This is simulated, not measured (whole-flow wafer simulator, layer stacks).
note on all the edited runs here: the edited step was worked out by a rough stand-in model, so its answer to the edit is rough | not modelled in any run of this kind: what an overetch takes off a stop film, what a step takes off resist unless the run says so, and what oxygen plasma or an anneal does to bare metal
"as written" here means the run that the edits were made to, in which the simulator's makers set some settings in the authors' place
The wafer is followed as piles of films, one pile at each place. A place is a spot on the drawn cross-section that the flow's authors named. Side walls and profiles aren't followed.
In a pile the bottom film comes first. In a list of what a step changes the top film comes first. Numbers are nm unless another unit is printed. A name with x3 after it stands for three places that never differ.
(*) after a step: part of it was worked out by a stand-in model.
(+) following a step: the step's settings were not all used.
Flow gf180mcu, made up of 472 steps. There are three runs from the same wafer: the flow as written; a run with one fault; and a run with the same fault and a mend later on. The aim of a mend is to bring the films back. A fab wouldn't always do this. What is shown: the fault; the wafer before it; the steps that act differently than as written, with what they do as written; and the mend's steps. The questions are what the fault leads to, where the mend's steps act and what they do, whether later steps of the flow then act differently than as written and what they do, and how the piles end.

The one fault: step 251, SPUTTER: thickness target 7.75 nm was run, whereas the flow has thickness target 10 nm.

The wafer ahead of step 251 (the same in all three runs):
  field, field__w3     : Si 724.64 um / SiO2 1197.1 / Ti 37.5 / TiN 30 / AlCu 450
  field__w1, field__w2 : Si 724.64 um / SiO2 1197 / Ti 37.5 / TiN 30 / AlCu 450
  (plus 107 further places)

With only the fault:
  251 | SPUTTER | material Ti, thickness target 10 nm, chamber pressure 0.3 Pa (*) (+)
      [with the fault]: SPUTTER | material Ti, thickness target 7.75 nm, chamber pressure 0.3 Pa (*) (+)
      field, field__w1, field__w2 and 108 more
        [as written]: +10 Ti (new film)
        [with the fault]: +7.75 Ti (new film)
  Steps further on in the flow that do not act as written (4 more steps, not shown, differ only slightly: by at most 2% or 0.5 nm, whichever is larger):
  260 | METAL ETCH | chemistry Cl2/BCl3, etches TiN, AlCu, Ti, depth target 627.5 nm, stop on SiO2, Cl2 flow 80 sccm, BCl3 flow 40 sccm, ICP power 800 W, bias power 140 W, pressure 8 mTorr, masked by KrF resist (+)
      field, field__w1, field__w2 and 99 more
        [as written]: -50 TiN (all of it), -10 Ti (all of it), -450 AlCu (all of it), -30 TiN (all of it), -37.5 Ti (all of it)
        [with the fault]: -50 TiN (all of it), -7.75 Ti (all of it), -450 AlCu (all of it), -30 TiN (all of it), -37.5 Ti (all of it)
  The piles end different from the flow's at field__w8, contact, m1 and 6 more by more than 2% or 0.5 nm, whichever is larger.
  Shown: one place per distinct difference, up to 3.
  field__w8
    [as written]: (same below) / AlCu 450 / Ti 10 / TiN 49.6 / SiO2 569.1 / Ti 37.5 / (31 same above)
    [with the fault]: (same below) / AlCu 450 / Ti 7.75 / TiN 49.6 / SiO2 571.4 / Ti 37.5 / (31 same above)
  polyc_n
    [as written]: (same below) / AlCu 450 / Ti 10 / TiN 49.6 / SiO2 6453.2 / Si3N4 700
    [with the fault]: (same below) / AlCu 450 / Ti 7.75 / TiN 49.6 / SiO2 6455.4 / Si3N4 700
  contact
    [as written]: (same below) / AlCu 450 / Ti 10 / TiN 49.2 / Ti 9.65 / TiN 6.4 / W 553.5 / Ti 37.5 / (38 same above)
    [with the fault]: (same below) / AlCu 450 / Ti 7.75 / TiN 49.2 / Ti 9.64 / TiN 6.4 / W 555.8 / Ti 37.5 / (38 same above)

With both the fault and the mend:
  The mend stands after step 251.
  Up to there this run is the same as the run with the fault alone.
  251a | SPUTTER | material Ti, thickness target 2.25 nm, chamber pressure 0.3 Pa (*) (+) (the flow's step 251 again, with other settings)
      field, field__w1, field__w2 and 108 more
        +2.25 Ti
  None of the later steps of the flow acts differently than as written at any place that is followed.
  At every place that both follow, the piles at the end match the flow's.
